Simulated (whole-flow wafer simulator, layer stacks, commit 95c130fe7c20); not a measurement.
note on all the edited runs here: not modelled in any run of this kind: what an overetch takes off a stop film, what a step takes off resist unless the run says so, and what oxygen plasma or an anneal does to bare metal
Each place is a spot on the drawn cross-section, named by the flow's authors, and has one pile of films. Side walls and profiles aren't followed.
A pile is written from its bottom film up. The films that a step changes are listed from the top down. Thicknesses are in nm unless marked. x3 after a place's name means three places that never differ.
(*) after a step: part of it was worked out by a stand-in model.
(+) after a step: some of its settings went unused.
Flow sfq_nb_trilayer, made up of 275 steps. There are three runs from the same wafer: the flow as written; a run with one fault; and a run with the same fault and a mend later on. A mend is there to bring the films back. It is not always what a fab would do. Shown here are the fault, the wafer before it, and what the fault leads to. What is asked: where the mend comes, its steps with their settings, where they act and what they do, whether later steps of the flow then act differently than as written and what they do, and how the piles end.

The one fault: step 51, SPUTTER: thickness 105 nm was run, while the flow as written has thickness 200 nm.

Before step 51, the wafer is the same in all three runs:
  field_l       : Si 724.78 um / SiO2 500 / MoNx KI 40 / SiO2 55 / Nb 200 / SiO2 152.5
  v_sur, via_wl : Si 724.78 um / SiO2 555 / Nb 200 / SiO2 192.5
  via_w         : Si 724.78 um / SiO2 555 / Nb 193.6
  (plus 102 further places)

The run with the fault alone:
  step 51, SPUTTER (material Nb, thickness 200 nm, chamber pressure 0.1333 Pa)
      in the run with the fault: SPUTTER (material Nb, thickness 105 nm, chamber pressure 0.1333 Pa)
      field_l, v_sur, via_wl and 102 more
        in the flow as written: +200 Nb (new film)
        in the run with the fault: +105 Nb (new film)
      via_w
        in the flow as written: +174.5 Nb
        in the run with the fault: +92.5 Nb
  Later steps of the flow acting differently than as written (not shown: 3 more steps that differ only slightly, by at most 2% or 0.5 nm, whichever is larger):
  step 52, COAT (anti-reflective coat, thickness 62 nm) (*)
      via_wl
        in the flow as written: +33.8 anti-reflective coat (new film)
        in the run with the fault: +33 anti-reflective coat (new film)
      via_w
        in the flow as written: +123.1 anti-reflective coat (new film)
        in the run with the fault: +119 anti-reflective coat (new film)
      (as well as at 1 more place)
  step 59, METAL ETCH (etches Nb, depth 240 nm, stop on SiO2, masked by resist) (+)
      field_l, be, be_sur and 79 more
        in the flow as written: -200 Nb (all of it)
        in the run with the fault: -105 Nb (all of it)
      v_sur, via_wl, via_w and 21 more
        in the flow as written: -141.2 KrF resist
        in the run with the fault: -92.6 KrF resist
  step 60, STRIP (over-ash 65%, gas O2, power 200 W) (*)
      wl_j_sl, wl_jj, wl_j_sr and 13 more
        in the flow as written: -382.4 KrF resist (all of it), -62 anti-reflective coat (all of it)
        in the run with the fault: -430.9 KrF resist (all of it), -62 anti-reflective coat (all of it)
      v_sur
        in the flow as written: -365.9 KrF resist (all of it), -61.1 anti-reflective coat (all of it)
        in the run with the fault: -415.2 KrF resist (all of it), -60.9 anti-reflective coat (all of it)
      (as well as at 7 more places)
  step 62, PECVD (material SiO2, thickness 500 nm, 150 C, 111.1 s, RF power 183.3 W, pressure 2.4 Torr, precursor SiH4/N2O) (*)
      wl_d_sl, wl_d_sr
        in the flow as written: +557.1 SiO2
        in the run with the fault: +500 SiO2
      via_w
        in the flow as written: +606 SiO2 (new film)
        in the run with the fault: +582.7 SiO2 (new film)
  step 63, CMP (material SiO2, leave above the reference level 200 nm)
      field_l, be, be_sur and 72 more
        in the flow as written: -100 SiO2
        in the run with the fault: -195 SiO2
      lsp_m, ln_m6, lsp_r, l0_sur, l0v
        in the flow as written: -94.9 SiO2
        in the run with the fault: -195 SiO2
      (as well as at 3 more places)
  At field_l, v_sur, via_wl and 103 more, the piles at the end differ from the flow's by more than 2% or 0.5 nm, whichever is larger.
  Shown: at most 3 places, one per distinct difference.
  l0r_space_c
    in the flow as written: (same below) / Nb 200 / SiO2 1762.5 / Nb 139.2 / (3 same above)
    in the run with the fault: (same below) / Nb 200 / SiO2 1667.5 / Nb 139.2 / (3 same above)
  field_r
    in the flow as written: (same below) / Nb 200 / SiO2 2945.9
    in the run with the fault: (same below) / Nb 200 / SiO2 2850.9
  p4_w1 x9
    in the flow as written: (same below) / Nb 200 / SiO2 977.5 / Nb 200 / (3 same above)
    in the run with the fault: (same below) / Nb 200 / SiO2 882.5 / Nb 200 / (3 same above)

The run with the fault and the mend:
  After step 57 comes the mend.
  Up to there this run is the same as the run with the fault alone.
  step 57a, STRIP (over-ash 65%, gas O2, power 200 W) (*)
      p4_fl x3, p4_w1 x9, p4_g1 x2 and 47 more
        -62 anti-reflective coat (all of it)
      wl_j_sl, wl_jj, wl_j_sr and 13 more
        -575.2 KrF resist (all of it), -62 anti-reflective coat (all of it)
      r_sur, res, r_end and 8 more
        -61.8 anti-reflective coat (all of it)
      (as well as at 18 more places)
  step 57b, SPUTTER (material Nb, thickness 95 nm, chamber pressure 0.1333 Pa) (a further turn of the flow's step 51, with different settings)
      field_l, v_sur, via_wl and 102 more
        +95 Nb
      via_w
        +77.9 Nb
  step 57c, COAT (anti-reflective coat, thickness 62 nm) (*) (a further turn of the flow's step 52)
      p4_fl x3, p4_w1 x9, p4_g1 x2 and 63 more
        +62 anti-reflective coat (new film)
      r_sur, res, r_end and 9 more
        +61.8 anti-reflective coat (new film)
      jj_sur, ce_l, c5j, ce_r, sp_r, be_r
        +61.7 anti-reflective coat (new film)
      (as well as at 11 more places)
  step 57d, COAT (KrF resist, thickness 600 nm) (*) (a further turn of the flow's step 53)
      p4_fl x3, p4_w1 x9, p4_g1 x2 and 63 more
        +600 KrF resist (new film)
      res, r_end, moat, field_r, l0_sur
        +599.4 KrF resist (new film)
      lsp_l, ln_m5, lsp_m, ln_m6, lsp_r
        +599.5 KrF resist (new film)
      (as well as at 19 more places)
  step 57e, SOFTBAKE (KrF resist) (a further turn of the flow's step 54)
      does not change any film at any place that is followed
  step 57f, EXPOSE (photomask M1, dose 12.11 mJ/cm2, NA 0.6, wavelength 248 nm) (*) (a further turn of the flow's step 55)
      does not change any film at any place that is followed
  step 57g, PEB (KrF resist, 90 s) (a further turn of the flow's step 56)
      wire, be, be_sur and 96 more
        -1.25 KrF resist
      field_l, via_v
        -1.24 KrF resist
      via_wl, via_wr
        -1.26 KrF resist
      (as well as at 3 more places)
  step 57h, DEVELOP (KrF resist, thickness 600 nm, 60 s) (a further turn of the flow's step 57)
      p4_fl x3, p4_w1 x9, p4_g1 x2 and 47 more
        -598.7 KrF resist (all of it)
      v_sur, via_wl, via_w and 21 more
        -23.5 KrF resist
      moat, field_r, lsp_l, lsp_m, ln_m6, lsp_r, l0_sur
        -598.2 KrF resist (all of it)
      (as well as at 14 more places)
  Later steps of the flow that are run all act as written at every place that is followed, up to a difference of at most 2% or 0.5 nm, whichever is larger.
  At the end the piles are close to the flow's at the places that both follow, differing by at most 2% or 0.5 nm, whichever is larger.
